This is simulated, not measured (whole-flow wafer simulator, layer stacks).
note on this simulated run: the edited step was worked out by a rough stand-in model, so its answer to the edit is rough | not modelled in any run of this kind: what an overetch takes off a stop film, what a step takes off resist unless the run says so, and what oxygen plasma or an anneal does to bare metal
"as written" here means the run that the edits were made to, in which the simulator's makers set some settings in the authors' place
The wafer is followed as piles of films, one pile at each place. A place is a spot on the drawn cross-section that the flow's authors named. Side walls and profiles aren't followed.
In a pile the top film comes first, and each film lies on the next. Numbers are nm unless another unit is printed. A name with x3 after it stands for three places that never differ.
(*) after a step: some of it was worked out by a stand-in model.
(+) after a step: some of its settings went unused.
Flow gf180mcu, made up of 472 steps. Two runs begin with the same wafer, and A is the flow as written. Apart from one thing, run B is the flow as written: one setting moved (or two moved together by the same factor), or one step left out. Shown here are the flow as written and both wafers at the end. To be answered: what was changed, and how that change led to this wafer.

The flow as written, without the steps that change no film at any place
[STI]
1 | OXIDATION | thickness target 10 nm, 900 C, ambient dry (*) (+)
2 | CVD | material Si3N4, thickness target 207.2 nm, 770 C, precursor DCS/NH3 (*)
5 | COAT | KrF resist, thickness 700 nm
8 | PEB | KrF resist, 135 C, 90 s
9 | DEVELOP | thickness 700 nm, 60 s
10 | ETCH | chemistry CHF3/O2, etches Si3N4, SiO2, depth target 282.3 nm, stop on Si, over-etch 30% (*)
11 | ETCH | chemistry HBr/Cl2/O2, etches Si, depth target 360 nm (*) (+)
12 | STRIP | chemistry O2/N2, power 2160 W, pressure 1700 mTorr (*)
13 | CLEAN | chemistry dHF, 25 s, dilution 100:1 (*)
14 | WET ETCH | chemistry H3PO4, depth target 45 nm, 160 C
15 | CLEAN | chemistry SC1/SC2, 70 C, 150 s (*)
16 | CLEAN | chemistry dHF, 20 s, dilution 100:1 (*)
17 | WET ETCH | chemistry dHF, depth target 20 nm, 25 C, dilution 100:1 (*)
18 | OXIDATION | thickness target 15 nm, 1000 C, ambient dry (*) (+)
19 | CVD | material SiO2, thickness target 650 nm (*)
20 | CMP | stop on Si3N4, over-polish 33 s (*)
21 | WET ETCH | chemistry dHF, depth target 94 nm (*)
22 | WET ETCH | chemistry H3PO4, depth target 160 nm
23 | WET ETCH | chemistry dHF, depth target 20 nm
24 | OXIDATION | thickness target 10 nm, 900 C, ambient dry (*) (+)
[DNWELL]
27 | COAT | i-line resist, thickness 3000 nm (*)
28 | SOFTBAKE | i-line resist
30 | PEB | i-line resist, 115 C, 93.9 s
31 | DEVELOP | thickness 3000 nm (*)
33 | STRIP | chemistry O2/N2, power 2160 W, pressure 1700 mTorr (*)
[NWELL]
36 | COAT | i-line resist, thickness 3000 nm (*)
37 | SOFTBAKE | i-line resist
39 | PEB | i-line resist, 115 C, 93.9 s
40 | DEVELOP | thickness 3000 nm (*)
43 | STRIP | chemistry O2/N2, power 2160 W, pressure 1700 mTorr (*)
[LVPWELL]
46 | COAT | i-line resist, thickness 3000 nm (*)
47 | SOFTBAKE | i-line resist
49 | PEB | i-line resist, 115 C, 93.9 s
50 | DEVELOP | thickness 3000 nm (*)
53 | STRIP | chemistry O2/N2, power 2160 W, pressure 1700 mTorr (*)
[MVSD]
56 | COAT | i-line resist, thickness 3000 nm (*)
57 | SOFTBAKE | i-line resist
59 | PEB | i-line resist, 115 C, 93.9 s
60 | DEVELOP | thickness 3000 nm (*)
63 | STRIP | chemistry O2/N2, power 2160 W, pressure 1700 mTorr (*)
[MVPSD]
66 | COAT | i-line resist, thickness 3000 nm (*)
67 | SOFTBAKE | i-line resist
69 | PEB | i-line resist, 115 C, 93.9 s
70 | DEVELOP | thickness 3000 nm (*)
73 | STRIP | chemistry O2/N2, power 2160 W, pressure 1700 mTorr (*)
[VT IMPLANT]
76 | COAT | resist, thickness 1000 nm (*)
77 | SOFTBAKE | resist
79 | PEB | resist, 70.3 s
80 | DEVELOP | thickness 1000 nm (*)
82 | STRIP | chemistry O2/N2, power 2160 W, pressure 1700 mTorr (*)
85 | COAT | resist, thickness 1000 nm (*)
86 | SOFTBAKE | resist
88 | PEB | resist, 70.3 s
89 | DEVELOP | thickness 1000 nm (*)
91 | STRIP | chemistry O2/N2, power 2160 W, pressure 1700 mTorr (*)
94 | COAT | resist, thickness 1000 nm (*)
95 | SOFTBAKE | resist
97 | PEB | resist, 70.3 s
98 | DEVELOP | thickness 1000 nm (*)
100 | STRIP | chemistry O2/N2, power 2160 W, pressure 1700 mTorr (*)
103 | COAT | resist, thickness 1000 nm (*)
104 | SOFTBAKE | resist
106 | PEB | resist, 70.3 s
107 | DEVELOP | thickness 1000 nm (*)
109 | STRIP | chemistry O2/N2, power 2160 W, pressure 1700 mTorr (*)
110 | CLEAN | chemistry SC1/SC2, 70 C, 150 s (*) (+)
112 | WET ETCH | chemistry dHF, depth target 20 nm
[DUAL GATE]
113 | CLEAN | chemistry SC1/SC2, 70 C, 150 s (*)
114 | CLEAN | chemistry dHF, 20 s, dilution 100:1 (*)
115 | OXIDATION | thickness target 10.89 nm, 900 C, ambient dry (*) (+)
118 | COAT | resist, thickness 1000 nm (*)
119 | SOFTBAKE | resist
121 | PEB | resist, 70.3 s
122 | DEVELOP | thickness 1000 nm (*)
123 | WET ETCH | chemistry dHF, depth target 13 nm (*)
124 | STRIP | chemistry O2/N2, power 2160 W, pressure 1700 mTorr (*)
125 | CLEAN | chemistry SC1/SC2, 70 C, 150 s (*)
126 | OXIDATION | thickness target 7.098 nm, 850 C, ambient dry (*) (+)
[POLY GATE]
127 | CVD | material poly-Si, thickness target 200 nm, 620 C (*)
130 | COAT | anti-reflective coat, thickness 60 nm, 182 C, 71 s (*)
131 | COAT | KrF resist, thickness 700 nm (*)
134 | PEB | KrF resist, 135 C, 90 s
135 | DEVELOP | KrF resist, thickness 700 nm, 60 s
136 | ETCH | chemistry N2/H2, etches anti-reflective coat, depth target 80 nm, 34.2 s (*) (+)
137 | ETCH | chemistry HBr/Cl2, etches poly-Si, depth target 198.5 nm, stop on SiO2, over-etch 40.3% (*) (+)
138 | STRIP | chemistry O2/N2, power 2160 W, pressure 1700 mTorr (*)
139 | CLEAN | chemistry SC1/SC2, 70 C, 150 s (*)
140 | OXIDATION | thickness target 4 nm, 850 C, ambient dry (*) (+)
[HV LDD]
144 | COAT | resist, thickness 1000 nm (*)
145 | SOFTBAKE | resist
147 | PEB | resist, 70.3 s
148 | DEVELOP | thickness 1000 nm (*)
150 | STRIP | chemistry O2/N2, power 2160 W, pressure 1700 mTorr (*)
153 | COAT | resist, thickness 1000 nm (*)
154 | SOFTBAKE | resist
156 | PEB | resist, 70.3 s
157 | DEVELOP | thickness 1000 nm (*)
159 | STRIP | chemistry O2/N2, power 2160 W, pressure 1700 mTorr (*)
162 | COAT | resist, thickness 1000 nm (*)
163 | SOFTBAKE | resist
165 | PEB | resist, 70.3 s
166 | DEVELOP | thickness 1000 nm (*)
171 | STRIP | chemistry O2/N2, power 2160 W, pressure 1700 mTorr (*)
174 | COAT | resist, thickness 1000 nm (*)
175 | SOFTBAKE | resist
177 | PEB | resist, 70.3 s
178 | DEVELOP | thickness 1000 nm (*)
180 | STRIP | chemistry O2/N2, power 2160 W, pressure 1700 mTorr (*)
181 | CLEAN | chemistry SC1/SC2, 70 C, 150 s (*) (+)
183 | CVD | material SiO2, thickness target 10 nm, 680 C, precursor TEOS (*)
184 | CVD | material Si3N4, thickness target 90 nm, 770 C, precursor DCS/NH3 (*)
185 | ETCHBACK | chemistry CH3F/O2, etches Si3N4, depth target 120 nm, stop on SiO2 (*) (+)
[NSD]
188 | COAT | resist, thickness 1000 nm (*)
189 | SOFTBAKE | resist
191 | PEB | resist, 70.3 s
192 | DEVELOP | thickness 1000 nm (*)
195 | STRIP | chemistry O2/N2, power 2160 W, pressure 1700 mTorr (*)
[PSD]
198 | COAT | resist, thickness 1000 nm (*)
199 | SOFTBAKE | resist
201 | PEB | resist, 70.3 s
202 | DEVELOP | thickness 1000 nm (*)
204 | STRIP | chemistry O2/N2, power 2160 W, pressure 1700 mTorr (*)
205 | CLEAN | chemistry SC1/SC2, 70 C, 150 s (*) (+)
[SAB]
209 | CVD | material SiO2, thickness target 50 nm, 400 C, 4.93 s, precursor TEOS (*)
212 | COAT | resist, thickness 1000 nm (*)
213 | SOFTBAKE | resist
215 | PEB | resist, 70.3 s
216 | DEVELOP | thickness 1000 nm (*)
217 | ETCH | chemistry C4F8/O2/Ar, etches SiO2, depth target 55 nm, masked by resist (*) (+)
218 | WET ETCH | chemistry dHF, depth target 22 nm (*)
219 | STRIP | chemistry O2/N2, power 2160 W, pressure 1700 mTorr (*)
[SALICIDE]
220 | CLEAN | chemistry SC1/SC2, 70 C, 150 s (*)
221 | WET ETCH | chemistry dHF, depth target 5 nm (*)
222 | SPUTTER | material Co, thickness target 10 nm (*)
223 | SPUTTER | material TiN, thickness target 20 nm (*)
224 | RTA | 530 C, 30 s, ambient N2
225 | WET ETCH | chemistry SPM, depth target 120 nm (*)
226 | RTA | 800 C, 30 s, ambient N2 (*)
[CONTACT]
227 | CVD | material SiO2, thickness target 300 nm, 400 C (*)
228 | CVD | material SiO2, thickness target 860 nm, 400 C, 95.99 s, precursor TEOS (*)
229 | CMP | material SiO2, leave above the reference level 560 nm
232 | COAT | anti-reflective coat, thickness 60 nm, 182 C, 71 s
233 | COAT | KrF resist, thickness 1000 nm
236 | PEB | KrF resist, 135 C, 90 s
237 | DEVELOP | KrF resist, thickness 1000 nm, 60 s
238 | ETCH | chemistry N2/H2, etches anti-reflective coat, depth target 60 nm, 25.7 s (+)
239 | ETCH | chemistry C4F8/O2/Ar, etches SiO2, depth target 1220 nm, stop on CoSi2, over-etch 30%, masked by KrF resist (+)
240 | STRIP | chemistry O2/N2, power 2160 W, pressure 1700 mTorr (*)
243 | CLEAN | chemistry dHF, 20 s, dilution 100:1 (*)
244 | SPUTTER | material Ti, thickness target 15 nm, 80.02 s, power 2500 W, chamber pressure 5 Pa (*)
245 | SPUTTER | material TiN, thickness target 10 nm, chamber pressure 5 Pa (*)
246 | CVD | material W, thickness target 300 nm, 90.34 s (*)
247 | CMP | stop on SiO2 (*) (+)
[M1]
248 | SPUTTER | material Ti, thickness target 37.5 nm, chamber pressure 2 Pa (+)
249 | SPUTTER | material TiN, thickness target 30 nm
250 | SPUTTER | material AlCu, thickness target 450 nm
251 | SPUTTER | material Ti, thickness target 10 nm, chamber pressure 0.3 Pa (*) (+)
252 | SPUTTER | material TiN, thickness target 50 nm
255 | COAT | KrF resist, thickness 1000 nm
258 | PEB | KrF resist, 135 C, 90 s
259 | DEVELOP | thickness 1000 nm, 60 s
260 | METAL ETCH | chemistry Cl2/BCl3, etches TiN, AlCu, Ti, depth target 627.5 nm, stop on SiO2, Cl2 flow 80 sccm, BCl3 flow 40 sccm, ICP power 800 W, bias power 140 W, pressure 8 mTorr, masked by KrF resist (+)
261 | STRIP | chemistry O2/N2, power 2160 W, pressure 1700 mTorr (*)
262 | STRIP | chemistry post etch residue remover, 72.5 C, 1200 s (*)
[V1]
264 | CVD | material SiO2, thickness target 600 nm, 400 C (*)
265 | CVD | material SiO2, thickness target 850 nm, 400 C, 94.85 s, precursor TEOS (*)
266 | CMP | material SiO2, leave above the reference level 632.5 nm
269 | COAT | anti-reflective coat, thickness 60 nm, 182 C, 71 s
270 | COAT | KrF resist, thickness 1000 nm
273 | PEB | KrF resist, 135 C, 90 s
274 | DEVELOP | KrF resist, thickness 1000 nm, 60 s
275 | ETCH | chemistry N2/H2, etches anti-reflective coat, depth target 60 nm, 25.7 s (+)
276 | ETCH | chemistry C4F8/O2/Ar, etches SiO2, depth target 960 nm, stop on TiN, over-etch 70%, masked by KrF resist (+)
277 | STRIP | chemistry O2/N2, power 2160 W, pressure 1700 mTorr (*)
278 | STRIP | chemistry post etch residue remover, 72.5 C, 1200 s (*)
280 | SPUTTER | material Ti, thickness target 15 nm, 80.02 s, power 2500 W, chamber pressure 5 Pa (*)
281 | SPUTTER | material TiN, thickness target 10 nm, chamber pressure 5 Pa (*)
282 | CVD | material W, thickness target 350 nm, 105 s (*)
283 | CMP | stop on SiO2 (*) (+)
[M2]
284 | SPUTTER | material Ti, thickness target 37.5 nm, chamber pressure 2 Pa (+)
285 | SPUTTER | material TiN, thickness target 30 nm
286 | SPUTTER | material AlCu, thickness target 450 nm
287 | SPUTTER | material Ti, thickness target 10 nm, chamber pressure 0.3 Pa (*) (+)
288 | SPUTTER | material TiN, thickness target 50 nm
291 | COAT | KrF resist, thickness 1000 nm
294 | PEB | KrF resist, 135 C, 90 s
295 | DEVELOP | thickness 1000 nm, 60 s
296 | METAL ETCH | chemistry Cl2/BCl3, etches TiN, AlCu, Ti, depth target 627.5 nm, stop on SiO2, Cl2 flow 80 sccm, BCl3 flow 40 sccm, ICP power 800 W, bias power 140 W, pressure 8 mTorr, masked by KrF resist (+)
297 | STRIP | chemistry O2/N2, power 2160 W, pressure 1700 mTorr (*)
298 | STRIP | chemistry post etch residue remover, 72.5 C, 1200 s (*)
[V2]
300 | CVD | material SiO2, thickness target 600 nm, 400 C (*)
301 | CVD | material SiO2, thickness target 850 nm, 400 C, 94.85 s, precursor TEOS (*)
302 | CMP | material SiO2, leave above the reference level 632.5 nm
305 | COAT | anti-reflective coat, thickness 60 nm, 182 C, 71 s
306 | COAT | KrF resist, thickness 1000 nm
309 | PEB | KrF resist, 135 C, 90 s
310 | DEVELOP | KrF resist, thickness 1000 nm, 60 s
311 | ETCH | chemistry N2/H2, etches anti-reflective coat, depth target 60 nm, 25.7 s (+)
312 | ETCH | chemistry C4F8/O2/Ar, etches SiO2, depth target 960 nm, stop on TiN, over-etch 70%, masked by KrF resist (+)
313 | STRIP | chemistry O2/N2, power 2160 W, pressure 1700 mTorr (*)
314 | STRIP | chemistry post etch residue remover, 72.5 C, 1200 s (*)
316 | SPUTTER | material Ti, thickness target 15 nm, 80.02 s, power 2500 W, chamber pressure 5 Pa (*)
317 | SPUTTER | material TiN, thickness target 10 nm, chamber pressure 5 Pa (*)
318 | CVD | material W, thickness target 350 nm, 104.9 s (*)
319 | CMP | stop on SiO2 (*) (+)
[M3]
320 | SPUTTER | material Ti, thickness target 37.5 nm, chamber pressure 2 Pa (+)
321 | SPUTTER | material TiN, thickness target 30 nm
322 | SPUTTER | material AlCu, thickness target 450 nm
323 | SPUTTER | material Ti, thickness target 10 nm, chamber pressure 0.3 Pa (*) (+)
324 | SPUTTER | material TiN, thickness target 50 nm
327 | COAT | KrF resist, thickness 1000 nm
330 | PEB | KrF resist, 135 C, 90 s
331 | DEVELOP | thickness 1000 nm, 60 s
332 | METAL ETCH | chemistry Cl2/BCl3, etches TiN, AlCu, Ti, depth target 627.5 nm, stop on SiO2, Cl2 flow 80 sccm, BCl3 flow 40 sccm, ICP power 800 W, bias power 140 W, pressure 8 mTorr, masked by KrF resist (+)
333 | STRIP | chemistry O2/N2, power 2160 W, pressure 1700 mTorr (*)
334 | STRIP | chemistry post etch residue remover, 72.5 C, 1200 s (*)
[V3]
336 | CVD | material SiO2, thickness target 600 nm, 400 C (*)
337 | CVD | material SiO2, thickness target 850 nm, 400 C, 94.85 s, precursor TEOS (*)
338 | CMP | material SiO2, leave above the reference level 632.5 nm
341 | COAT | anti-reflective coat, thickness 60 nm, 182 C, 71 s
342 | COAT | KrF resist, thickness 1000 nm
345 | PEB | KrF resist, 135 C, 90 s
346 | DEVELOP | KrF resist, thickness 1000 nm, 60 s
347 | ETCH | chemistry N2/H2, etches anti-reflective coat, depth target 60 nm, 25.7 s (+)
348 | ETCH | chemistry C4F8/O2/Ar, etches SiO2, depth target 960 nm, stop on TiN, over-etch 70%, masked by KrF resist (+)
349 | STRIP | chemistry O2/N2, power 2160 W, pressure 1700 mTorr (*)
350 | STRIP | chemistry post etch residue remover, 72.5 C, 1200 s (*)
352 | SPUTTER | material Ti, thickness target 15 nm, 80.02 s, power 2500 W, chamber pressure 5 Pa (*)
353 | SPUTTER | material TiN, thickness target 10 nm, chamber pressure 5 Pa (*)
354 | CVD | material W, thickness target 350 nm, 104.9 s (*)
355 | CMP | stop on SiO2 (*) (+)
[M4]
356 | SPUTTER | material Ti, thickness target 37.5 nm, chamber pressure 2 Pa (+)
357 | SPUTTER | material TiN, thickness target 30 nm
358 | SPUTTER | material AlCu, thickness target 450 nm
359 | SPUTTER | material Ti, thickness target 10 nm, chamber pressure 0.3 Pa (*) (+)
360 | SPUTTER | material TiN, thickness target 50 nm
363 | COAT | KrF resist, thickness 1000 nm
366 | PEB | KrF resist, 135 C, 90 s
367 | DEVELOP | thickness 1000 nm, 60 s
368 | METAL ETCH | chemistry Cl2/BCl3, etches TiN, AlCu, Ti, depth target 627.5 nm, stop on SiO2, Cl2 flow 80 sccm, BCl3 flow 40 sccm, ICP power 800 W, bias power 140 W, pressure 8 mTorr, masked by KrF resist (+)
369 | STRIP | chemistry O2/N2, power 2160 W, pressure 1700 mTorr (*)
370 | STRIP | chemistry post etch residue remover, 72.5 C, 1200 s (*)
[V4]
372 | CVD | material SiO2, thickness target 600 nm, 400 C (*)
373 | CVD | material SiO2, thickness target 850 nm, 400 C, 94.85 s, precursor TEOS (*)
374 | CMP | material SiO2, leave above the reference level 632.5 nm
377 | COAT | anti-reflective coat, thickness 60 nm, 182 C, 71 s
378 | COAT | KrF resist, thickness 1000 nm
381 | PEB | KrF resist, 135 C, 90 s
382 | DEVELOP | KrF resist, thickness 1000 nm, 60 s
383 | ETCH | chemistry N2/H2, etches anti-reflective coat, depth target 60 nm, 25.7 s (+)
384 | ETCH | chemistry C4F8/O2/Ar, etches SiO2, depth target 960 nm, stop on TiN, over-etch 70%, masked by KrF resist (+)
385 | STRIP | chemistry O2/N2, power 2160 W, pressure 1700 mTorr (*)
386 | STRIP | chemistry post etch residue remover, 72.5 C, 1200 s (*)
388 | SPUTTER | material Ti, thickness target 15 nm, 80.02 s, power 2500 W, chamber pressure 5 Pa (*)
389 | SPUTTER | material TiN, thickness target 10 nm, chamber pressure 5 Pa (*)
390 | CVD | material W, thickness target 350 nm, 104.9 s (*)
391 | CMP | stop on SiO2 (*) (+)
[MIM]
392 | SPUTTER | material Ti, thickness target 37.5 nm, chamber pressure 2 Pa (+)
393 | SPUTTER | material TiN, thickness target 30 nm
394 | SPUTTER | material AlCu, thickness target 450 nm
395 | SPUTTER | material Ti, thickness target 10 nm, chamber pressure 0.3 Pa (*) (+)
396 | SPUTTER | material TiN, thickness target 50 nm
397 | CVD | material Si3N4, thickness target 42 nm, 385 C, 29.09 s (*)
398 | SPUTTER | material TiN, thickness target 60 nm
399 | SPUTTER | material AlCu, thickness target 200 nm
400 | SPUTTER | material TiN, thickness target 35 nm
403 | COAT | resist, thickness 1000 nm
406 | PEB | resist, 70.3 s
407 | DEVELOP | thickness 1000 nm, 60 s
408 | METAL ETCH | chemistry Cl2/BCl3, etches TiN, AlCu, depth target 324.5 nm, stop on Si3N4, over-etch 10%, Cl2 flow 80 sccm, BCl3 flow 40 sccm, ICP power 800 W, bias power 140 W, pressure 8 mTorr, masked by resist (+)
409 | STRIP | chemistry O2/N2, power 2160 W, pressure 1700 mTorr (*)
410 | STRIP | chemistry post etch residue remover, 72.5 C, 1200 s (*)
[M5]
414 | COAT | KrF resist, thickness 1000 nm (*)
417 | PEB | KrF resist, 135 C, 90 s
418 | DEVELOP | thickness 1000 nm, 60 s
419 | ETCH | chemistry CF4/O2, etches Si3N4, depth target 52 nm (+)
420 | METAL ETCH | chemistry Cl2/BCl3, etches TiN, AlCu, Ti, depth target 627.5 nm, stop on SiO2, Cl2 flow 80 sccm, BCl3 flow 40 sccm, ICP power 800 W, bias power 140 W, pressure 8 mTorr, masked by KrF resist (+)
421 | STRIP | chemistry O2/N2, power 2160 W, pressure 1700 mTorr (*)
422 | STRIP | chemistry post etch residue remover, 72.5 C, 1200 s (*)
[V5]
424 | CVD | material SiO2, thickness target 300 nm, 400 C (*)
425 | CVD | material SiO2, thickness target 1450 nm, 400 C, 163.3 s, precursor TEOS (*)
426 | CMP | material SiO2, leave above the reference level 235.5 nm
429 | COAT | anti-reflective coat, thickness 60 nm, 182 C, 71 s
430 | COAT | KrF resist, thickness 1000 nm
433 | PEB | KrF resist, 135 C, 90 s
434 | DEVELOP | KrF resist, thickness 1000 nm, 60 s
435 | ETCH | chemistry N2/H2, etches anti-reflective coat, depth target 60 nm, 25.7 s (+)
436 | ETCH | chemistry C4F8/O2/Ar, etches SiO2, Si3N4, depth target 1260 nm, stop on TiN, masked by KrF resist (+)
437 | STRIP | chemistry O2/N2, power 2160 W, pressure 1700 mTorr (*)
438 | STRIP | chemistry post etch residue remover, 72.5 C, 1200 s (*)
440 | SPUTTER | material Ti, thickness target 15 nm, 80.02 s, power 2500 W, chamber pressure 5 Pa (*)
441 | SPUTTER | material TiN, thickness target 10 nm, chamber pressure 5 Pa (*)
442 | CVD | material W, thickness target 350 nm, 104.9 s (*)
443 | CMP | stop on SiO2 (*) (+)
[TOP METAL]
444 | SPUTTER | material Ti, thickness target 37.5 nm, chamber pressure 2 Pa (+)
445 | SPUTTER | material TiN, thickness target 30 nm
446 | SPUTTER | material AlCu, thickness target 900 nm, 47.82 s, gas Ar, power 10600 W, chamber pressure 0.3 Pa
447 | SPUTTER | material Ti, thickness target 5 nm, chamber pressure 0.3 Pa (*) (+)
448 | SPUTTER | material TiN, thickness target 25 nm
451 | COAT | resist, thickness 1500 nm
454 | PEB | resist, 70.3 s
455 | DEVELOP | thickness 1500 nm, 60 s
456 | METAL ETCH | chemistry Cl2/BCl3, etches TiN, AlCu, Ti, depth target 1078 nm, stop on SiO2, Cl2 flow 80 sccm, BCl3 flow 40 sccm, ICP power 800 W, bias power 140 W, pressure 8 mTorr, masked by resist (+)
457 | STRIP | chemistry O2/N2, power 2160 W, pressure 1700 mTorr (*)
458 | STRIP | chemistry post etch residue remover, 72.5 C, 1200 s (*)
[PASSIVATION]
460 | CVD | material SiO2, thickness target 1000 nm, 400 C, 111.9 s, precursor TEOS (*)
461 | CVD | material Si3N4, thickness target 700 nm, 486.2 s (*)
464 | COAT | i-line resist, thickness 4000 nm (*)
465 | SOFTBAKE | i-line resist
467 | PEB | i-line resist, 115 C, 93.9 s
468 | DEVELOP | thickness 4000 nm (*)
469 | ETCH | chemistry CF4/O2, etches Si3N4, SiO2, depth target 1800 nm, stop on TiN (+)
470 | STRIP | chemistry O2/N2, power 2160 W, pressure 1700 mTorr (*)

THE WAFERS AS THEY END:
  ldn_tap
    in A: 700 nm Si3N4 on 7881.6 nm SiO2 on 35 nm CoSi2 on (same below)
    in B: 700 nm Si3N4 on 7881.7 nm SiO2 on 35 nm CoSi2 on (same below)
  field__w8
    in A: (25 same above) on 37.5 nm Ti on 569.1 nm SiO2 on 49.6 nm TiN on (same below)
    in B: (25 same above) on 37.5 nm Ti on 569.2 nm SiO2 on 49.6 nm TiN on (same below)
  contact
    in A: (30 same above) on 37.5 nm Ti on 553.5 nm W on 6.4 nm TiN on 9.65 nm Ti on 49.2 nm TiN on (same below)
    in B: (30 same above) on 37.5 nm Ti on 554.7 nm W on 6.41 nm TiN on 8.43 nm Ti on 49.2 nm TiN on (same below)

Cause: step 316, SPUTTER: 70.02 s was run, while the flow as written has 80.02 s.

How this came from the change, step by step:
  316 | SPUTTER | material Ti, thickness target 15 nm, 80.02 s, power 2500 W, chamber pressure 5 Pa (*)
      field, field__w1, field__w2 and 107 more: A +15 Ti (new film) | B +13.1 Ti (new film)
      contact: A +9.65 Ti (new film) | B +8.43 Ti (new film)
  319 | CMP | stop on SiO2 (*) (+)
      field, field__w1, field__w2 and 107 more: A -350 W (all of it), -10 TiN (all of it), -15 Ti (all of it), -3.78 SiO2 | B -350 W (all of it), -10 TiN (all of it), -13.1 Ti (all of it), -3.76 SiO2
